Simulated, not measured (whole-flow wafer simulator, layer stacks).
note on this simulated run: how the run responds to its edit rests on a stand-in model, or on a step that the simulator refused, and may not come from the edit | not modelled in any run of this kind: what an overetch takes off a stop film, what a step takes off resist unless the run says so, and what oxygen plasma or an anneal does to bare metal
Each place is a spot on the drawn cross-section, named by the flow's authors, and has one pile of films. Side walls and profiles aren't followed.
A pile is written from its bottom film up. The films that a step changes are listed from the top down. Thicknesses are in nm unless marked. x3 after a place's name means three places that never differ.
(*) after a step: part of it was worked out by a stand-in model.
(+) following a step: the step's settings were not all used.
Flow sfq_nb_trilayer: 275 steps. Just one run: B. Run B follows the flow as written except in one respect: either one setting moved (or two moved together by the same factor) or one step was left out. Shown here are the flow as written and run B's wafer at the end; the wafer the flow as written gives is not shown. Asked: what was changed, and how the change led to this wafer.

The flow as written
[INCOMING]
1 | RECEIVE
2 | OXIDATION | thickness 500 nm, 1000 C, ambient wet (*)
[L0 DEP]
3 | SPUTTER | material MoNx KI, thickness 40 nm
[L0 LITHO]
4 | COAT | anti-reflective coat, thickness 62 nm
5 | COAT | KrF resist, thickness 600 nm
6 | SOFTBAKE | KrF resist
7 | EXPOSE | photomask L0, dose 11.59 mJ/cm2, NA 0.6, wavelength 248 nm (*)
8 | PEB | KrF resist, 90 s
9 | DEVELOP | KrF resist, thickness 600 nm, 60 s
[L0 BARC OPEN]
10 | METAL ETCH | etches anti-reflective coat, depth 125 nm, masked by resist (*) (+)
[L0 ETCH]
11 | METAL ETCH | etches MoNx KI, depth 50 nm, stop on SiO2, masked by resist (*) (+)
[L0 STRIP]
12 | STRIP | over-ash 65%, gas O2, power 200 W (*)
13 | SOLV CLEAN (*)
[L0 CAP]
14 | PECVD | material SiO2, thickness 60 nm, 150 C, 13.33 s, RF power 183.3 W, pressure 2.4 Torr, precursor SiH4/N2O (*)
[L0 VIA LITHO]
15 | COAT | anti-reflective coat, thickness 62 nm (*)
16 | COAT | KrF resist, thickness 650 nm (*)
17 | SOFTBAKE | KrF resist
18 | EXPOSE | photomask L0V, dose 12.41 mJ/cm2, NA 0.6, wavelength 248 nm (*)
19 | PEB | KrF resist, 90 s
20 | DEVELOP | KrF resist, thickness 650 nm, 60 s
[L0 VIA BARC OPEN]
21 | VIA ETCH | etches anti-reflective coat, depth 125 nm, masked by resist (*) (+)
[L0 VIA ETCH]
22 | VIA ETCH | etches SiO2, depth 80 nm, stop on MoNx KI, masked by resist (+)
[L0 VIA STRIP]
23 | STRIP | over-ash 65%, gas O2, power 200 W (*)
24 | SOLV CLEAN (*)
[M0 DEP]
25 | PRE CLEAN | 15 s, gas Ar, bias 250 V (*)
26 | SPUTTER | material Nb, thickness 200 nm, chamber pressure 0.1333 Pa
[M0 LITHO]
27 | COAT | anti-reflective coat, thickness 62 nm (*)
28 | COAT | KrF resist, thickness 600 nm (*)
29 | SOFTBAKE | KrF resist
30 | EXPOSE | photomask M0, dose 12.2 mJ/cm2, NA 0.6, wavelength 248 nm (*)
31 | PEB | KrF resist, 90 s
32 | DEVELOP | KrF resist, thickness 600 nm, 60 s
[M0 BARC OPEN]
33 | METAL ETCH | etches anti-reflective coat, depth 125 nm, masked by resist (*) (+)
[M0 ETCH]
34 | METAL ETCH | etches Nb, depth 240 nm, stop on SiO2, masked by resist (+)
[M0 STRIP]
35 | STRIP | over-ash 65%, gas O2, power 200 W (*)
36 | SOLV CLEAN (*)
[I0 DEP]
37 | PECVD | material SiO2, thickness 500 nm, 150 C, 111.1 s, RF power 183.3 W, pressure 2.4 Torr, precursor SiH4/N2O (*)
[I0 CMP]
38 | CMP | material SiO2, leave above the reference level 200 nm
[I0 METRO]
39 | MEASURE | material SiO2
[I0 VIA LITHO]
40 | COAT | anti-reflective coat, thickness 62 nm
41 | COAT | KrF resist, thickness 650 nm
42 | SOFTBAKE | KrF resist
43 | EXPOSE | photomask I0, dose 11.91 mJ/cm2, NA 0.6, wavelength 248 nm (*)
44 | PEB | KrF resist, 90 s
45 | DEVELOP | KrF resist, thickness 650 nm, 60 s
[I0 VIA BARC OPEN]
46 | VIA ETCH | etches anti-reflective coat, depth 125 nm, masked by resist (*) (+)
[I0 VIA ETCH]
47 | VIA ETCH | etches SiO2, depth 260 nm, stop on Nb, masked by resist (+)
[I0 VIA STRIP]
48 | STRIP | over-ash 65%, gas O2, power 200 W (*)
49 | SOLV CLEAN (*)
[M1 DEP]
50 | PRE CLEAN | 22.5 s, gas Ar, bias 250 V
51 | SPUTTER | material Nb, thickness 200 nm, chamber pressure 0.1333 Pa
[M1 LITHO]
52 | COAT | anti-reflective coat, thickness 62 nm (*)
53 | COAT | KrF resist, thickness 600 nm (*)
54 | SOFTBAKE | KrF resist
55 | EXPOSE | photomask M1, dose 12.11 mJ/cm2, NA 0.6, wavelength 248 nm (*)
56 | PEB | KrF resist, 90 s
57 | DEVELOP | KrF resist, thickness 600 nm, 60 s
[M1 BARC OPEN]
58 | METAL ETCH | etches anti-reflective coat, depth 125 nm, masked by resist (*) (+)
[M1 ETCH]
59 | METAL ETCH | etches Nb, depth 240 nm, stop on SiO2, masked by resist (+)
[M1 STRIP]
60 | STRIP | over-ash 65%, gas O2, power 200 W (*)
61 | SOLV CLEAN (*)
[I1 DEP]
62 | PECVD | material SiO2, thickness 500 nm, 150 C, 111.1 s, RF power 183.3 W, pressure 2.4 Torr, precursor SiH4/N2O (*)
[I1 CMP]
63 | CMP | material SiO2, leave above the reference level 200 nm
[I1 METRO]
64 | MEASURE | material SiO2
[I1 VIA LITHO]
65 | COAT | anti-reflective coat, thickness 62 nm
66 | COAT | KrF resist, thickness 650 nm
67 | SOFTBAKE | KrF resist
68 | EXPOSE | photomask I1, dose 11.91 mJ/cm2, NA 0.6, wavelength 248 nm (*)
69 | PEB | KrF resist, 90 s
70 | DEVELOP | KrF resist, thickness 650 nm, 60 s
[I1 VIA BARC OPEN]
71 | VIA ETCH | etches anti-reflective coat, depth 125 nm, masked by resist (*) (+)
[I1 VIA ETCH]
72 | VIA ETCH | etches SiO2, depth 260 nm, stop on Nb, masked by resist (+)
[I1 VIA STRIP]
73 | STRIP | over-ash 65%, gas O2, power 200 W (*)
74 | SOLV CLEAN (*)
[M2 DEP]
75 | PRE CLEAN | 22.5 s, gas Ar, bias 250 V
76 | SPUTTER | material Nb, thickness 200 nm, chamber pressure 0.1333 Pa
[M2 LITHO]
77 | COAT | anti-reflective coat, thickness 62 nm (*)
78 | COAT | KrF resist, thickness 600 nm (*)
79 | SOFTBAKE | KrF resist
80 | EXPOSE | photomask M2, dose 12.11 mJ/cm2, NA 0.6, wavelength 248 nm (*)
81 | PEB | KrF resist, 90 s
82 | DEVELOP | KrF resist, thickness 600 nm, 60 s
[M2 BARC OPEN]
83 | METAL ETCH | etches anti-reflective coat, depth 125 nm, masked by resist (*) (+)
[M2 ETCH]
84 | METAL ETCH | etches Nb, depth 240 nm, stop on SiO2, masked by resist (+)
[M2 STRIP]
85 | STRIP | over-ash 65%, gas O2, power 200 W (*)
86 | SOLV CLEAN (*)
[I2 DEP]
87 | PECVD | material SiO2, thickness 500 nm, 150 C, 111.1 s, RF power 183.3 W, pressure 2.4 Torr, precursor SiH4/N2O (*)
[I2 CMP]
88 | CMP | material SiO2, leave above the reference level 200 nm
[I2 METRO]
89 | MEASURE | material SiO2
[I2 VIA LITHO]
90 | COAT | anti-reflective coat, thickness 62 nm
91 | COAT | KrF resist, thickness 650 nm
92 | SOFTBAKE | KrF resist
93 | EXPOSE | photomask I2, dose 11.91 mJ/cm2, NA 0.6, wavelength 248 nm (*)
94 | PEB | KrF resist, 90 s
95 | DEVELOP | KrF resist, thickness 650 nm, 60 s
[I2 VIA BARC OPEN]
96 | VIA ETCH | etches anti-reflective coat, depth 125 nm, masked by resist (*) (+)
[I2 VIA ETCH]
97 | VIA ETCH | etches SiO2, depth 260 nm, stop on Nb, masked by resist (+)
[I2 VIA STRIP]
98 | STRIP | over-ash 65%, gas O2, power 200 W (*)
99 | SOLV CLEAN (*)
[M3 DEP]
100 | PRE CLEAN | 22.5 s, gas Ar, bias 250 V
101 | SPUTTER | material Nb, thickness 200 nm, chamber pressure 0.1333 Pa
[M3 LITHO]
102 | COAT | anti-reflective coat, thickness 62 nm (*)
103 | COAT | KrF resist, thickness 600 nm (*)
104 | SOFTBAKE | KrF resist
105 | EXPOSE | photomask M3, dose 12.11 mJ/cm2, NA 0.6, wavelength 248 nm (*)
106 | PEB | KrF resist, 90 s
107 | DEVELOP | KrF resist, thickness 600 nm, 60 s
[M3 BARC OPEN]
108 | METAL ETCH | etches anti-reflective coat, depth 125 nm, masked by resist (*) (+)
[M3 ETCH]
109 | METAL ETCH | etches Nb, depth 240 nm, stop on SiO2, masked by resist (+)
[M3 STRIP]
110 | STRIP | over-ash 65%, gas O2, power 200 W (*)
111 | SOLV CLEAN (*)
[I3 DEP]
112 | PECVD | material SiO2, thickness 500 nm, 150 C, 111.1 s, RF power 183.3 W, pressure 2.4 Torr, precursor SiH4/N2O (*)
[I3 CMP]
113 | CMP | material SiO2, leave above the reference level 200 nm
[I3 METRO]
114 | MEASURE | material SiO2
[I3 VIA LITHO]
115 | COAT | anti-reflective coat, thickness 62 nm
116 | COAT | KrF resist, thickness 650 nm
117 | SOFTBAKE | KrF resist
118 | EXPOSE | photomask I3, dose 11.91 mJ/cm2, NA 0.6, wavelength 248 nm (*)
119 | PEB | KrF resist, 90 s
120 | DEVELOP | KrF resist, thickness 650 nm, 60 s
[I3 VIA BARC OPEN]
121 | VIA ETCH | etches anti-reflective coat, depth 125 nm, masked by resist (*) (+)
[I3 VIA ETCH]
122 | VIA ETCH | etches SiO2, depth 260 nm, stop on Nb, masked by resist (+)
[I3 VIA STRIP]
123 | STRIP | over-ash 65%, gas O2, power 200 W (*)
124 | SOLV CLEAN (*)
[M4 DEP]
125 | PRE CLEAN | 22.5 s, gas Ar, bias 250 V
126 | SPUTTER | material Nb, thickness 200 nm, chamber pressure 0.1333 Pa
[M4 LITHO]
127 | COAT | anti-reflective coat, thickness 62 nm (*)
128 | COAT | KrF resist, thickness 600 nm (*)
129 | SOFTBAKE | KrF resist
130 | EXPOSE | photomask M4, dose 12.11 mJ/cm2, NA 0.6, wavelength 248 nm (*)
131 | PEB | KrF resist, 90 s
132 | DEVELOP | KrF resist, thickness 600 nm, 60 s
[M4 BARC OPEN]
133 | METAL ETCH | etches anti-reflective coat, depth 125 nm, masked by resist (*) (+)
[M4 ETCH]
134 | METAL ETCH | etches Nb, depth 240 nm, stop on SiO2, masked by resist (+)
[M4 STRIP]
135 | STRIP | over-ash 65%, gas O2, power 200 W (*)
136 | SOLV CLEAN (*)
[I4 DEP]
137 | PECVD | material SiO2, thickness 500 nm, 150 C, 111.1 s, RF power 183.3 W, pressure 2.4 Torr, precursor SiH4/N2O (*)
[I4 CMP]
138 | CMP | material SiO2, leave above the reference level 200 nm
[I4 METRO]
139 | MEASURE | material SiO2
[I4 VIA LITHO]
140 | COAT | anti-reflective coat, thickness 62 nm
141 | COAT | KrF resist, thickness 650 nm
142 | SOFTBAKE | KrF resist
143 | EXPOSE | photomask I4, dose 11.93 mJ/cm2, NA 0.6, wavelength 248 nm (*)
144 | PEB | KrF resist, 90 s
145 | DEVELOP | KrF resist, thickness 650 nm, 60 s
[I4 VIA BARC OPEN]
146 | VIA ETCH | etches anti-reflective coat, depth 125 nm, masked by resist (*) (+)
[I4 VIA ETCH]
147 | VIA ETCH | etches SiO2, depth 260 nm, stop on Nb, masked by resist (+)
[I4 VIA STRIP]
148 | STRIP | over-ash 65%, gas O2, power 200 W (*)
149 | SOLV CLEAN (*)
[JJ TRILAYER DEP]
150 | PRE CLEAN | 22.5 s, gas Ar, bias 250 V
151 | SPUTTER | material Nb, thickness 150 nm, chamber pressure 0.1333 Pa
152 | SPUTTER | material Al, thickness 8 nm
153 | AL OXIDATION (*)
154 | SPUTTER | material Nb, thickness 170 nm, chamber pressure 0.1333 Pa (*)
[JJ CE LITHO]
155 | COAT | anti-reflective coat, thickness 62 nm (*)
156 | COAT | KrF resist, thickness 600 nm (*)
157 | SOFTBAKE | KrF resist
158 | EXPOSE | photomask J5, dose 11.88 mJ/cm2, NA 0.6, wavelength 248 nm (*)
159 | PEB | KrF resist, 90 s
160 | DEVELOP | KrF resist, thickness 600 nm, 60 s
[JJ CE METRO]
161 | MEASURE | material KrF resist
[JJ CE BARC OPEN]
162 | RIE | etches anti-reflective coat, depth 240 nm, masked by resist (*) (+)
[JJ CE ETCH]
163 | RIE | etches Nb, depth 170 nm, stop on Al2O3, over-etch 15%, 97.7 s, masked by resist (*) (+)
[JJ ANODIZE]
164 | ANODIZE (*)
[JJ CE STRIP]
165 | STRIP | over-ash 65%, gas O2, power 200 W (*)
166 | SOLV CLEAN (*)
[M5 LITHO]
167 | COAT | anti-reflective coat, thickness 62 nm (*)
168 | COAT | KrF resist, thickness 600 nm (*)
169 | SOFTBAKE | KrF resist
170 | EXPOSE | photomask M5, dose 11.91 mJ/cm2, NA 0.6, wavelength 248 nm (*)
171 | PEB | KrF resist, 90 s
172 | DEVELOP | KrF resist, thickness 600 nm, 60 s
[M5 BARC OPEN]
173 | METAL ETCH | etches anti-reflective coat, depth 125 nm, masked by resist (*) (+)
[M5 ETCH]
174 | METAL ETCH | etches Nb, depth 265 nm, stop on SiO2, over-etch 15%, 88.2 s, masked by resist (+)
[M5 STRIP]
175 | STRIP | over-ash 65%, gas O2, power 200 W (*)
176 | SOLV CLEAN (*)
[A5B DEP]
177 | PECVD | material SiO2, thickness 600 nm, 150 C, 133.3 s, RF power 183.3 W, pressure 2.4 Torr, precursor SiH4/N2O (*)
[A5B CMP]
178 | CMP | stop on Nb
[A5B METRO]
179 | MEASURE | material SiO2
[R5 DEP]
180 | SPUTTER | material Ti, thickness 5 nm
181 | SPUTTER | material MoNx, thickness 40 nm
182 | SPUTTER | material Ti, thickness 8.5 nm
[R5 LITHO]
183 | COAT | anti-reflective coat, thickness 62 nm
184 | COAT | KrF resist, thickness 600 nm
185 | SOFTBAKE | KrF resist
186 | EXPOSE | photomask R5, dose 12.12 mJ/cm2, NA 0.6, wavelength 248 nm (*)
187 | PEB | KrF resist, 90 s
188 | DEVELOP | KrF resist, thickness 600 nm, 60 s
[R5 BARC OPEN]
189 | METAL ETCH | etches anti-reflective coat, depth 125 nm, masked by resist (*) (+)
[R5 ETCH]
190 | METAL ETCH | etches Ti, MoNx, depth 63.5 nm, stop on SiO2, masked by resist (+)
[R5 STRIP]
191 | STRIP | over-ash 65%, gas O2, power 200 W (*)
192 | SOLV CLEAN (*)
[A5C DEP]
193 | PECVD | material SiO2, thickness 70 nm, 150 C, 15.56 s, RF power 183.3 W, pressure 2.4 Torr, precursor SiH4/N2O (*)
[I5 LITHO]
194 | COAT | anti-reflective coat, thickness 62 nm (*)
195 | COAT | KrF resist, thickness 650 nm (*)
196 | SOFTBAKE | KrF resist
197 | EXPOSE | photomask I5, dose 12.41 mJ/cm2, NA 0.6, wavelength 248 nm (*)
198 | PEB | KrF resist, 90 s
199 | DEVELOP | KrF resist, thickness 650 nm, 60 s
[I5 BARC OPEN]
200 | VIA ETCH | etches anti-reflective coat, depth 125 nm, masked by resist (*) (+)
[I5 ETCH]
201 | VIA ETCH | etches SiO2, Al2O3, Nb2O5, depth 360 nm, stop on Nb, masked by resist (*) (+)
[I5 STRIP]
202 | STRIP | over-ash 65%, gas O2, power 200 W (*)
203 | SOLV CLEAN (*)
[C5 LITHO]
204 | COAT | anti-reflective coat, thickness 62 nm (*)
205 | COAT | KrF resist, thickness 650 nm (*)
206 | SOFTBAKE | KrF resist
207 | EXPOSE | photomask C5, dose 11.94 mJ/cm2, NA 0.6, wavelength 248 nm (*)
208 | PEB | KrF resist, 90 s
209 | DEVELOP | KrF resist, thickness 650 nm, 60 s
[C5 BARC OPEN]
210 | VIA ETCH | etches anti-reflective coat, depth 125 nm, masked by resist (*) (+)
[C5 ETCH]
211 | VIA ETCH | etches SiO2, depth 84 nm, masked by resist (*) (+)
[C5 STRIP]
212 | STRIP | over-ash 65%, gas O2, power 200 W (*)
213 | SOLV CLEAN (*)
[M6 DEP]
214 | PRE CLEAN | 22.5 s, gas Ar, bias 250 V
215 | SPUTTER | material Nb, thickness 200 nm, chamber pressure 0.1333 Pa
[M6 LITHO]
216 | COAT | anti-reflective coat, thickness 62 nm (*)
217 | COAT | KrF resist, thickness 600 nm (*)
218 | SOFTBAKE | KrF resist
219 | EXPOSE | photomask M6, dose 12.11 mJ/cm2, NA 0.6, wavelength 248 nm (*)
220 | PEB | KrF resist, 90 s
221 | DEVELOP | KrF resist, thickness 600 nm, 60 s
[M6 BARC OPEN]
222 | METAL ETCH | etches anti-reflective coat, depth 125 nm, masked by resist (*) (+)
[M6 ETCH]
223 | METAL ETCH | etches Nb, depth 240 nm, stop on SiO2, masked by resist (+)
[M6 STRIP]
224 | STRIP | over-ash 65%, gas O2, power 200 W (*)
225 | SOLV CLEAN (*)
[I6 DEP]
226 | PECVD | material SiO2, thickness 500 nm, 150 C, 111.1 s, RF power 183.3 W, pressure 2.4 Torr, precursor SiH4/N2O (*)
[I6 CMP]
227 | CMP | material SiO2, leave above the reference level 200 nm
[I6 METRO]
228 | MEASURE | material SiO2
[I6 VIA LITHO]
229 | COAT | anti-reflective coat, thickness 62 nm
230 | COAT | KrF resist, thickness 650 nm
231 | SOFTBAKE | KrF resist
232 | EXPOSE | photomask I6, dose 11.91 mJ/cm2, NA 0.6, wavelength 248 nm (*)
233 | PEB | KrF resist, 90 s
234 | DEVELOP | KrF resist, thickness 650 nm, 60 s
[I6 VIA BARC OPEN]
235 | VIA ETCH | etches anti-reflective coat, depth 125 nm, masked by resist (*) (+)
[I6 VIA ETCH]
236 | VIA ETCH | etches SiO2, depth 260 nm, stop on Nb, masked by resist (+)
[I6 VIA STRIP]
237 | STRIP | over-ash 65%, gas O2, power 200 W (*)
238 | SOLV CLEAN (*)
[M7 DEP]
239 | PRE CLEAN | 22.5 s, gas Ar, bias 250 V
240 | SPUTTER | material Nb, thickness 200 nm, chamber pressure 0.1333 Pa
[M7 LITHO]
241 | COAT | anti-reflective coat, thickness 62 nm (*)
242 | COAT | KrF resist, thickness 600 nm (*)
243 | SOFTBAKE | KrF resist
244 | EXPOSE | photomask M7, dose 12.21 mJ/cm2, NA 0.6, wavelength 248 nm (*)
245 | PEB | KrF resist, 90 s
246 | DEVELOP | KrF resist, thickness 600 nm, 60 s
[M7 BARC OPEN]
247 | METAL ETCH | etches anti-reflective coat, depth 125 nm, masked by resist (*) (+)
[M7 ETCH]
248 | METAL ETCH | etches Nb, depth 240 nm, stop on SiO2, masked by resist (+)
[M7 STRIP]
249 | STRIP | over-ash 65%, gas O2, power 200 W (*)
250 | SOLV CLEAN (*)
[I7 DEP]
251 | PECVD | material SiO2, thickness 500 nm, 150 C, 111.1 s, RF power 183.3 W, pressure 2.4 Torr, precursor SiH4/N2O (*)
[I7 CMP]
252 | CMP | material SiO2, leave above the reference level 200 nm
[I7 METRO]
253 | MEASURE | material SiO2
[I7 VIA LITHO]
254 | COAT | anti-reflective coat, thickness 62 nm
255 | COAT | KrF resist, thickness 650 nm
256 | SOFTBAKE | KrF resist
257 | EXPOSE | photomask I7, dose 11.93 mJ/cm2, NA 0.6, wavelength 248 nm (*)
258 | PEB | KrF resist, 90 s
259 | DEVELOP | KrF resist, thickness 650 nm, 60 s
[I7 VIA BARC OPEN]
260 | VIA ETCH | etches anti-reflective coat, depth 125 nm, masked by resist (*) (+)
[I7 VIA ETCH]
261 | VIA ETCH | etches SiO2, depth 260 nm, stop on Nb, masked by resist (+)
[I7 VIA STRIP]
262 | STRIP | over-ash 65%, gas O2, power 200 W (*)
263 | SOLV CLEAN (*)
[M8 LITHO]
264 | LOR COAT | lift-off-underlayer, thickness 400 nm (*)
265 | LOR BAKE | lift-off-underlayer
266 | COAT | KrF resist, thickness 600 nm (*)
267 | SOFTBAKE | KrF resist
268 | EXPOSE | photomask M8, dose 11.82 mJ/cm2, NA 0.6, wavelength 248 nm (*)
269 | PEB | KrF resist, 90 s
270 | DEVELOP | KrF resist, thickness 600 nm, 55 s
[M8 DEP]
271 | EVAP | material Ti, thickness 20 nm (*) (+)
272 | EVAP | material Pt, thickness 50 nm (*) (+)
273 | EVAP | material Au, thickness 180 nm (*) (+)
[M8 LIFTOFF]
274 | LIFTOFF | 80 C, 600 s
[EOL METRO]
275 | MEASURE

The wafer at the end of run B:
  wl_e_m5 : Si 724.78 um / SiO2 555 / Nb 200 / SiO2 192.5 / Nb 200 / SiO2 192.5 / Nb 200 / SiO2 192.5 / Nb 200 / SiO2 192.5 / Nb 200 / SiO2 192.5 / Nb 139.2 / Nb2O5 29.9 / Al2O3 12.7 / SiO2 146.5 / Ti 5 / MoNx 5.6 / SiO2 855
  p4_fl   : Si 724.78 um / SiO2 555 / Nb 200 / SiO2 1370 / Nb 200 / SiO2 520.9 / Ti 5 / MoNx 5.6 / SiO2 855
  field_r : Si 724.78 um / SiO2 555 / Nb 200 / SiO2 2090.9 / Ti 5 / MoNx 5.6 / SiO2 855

What caused this: step 190, METAL ETCH: depth 42.9 nm was run, though the flow has depth 63.5 nm.

Step by step, how the change led to this:
  190 | METAL ETCH | etches Ti, MoNx, depth 63.5 nm, stop on SiO2, masked by resist (+)
      field_l, v_sur, via_wl and 92 more: Ti loses 8.5 (all of it), MoNx loses 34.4 (in the flow as written it would be: Ti loses 8.5 (all of it), MoNx loses 40 (all of it), Ti loses 5 (all of it))
      ce_l, c5j, ce_r, wl_jj: Ti loses 8.5 (all of it), MoNx loses 34.4 (in the flow as written it would be: Ti loses 8.5 (all of it), MoNx loses 40 (all of it), Ti loses 5 (all of it), Nb loses 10)
      (also at 7 further places)
  193 | PECVD | material SiO2, thickness 70 nm, 150 C, 15.56 s, RF power 183.3 W, pressure 2.4 Torr, precursor SiH4/N2O (*)
      field_l, v_sur, via_wl and 92 more: SiO2 gains 70 (new film) (in the flow as written it would be: SiO2 gains 70)
  194 | COAT | anti-reflective coat, thickness 62 nm (*)
      wl_j_sl, wl_j_sr: anti-reflective coat gains 62 (new film) (in the flow as written it would be: anti-reflective coat gains 60.2 (new film))
      r5r_spacepad_l, r5r_spacepad_r: anti-reflective coat gains 79.8 (new film) (in the flow as written it would be: anti-reflective coat gains 84.4 (new film))
      (also at 11 further places)
  201 | VIA ETCH | etches SiO2, Al2O3, Nb2O5, depth 360 nm, stop on Nb, masked by resist (*) (+)
      be: SiO2 loses 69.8 (all of it), MoNx loses 5.6 (all of it), Ti loses 5 (all of it), SiO2 loses 146.5 (all of it), Al2O3 loses 12.7 (all of it), Nb2O5 loses 29.9 (all of it) (in the flow as written it would be: SiO2 loses 216.4 (all of it), Al2O3 loses 12.7 (all of it), Nb2O5 loses 29.9 (all of it))
  202 | STRIP | over-ash 65%, gas O2, power 200 W (*)
      wl_j_sl, wl_j_sr: KrF resist loses 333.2 (all of it), anti-reflective coat loses 62 (all of it) (in the flow as written it would be: KrF resist loses 333.3 (all of it), anti-reflective coat loses 60.2 (all of it))
      r5r_spacepad_l, r5r_spacepad_r: KrF resist loses 335.2 (all of it), anti-reflective coat loses 79.8 (all of it) (in the flow as written it would be: KrF resist loses 335.6 (all of it), anti-reflective coat loses 84.4 (all of it))
      (also at 11 further places)
  204 | COAT | anti-reflective coat, thickness 62 nm (*)
      wl_j_sl, wl_j_sr: anti-reflective coat gains 62 (new film) (in the flow as written it would be: anti-reflective coat gains 60.2 (new film))
      r5r_spacepad_l, r5r_spacepad_r: anti-reflective coat gains 79.8 (new film) (in the flow as written it would be: anti-reflective coat gains 84.4 (new film))
      (also at 11 further places)
  210 | VIA ETCH | etches anti-reflective coat, depth 125 nm, masked by resist (*) (+)
      c5j: anti-reflective coat loses 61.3 (all of it), SiO2 loses 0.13 (in the flow as written it would be: anti-reflective coat loses 63.9 (all of it), SiO2 loses 0.11)
  211 | VIA ETCH | etches SiO2, depth 84 nm, masked by resist (*) (+)
      c5j: SiO2 loses 69.9 (all of it) (in the flow as written it would be: SiO2 loses 69.9 (all of it), Nb loses 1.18)
  212 | STRIP | over-ash 65%, gas O2, power 200 W (*)
      wl_j_sl, wl_j_sr: KrF resist loses 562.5 (all of it), anti-reflective coat loses 62 (all of it) (in the flow as written it would be: KrF resist loses 563.4 (all of it), anti-reflective coat loses 60.2 (all of it))
      r5r_spacepad_l, r5r_spacepad_r: KrF resist loses 564.5 (all of it), anti-reflective coat loses 79.8 (all of it) (in the flow as written it would be: KrF resist loses 565.8 (all of it), anti-reflective coat loses 84.4 (all of it))
      (also at 10 further places)
  214 | PRE CLEAN | 22.5 s, gas Ar, bias 250 V
      c5j: MoNx loses 5.6 (all of it), Ti loses 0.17 (in the flow as written it would be: Nb loses 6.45)
  215 | SPUTTER | material Nb, thickness 200 nm, chamber pressure 0.1333 Pa
      c5j: Nb gains 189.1 (new film) (in the flow as written it would be: Nb gains 188.4)
  216 | COAT | anti-reflective coat, thickness 62 nm (*)
      r5r_line_l, r5r_line_c, r5r_line_r: anti-reflective coat gains 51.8 (new film) (in the flow as written it would be: anti-reflective coat gains 50 (new film))
      wl_j_sl, wl_j_sr: anti-reflective coat gains 62 (new film) (in the flow as written it would be: anti-reflective coat gains 60.2 (new film))
      (also at 10 further places)
  222 | METAL ETCH | etches anti-reflective coat, depth 125 nm, masked by resist (*) (+)
      r5r_line_l, r5r_line_c, r5r_line_r: anti-reflective coat loses 51.8 (all of it) (in the flow as written it would be: anti-reflective coat loses 50 (all of it))
      r5r_spacepad_l, r5r_spacepad_r: anti-reflective coat loses 80.6 (all of it) (in the flow as written it would be: anti-reflective coat loses 85.7 (all of it))
      (also at 1 further place)
  224 | STRIP | over-ash 65%, gas O2, power 200 W (*)
      wl_j_sl, wl_j_sr: KrF resist loses 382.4 (all of it), anti-reflective coat loses 62 (all of it) (in the flow as written it would be: KrF resist loses 382.5 (all of it), anti-reflective coat loses 60.2 (all of it))
      jj_sur: KrF resist loses 377 (all of it), anti-reflective coat loses 58.4 (all of it) (in the flow as written it would be: KrF resist loses 378.5 (all of it), anti-reflective coat loses 56.1 (all of it))
      (also at 6 further places)
  226 | PECVD | material SiO2, thickness 500 nm, 150 C, 111.1 s, RF power 183.3 W, pressure 2.4 Torr, precursor SiH4/N2O (*)
      r5r_spacepad_l, r5r_spacepad_r: SiO2 gains 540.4 (in the flow as written it would be: SiO2 gains 553.5)
  227 | CMP | material SiO2, leave above the reference level 200 nm
      ce_l, ce_r, wl_jj: SiO2 loses 300 (in the flow as written it would be: SiO2 loses 290)
      be_r, r_sur, r_end: SiO2 loses 342.9 (in the flow as written it would be: SiO2 loses 353.5)
      (also at 7 further places)
With metal films that touch counted as one body, wl_e_m5 has 7 bodies (between them, from the top down: SiO2 146.5 / Al2O3 12.7 / Nb2O5 29.9; SiO2 192.5; SiO2 192.5; SiO2 192.5; SiO2 192.5; SiO2 192.5); the flow as written gives 6 bodies (between them, from the top down: SiO2 192.5; SiO2 192.5; SiO2 192.5; SiO2 192.5; SiO2 192.5).
With metal films that touch counted as one body, p4_fl has 3 bodies (between them, from the top down: SiO2 520.9; SiO2 1370); the flow as written gives 2 bodies (between them, from the top down: SiO2 1370).
With metal films that touch counted as one body, field_r has 2 bodies (between them, from the top down: SiO2 2090.9); the flow as written gives 1 body.
